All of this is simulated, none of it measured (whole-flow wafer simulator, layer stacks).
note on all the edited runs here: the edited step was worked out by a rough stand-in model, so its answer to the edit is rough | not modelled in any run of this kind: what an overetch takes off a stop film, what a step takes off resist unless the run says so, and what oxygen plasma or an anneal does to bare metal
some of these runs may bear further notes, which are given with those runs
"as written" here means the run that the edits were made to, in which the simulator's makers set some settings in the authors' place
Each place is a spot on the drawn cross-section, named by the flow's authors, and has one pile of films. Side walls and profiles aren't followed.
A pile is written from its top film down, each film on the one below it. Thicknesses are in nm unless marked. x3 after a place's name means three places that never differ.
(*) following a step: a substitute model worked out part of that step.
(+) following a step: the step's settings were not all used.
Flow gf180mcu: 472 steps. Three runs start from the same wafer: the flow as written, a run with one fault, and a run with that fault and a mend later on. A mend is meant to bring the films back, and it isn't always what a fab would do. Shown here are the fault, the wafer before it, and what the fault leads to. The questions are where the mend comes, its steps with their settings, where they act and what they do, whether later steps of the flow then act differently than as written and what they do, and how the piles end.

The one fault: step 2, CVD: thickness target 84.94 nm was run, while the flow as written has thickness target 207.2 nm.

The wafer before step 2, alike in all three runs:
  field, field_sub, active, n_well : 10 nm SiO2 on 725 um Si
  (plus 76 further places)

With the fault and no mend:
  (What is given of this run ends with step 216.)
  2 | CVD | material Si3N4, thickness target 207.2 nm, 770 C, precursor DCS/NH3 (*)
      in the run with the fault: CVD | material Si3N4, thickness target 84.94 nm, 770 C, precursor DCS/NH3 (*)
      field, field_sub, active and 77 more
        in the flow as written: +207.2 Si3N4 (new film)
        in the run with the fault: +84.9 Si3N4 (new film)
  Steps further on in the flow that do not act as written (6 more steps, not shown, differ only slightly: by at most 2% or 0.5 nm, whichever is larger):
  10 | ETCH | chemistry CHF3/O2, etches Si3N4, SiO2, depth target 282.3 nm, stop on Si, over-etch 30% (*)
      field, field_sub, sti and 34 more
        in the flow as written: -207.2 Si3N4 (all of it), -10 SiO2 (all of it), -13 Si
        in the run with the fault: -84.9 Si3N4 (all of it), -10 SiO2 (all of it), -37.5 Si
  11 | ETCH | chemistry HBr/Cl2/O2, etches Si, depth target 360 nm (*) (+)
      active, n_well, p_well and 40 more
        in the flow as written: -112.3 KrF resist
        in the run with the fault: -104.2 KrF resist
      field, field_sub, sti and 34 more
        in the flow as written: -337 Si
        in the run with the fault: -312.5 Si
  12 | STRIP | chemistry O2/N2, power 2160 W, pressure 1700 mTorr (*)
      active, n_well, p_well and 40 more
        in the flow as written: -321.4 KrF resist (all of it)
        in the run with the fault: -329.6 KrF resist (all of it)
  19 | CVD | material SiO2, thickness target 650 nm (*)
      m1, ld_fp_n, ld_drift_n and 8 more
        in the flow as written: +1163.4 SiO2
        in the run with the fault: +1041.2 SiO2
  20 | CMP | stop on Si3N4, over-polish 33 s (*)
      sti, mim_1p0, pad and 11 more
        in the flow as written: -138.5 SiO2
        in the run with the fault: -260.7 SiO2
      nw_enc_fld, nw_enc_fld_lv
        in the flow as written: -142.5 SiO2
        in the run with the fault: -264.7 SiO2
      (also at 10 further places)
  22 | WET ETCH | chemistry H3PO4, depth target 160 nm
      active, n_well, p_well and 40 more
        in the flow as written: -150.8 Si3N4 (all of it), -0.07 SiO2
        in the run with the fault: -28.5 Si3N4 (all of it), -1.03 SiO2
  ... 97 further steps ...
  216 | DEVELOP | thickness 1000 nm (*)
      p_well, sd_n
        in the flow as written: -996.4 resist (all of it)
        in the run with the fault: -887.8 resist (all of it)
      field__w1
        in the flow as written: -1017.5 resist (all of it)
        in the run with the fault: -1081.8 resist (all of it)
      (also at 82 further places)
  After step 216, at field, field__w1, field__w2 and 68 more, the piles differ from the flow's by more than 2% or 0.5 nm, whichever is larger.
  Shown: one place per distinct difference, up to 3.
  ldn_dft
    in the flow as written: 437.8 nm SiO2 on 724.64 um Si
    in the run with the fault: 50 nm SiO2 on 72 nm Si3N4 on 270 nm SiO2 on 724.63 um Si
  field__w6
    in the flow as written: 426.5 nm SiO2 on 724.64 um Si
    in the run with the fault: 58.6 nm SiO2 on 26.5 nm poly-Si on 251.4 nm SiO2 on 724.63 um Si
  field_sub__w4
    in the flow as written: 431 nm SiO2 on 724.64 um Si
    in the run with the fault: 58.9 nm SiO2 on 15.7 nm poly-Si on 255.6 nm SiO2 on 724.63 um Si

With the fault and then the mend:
  The mend stands after step 2.
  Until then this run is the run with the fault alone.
  2a | CVD | material Si3N4, thickness target 122.2 nm, 770 C, precursor DCS/NH3 (*) (the flow's step 2 again, with other settings)
      field, field_sub, active and 77 more
        +122.2 Si3N4
  Every later step of the flow that is run acts as written at every place that is followed.
  By the end, the piles equal the flow's at every place that both follow.
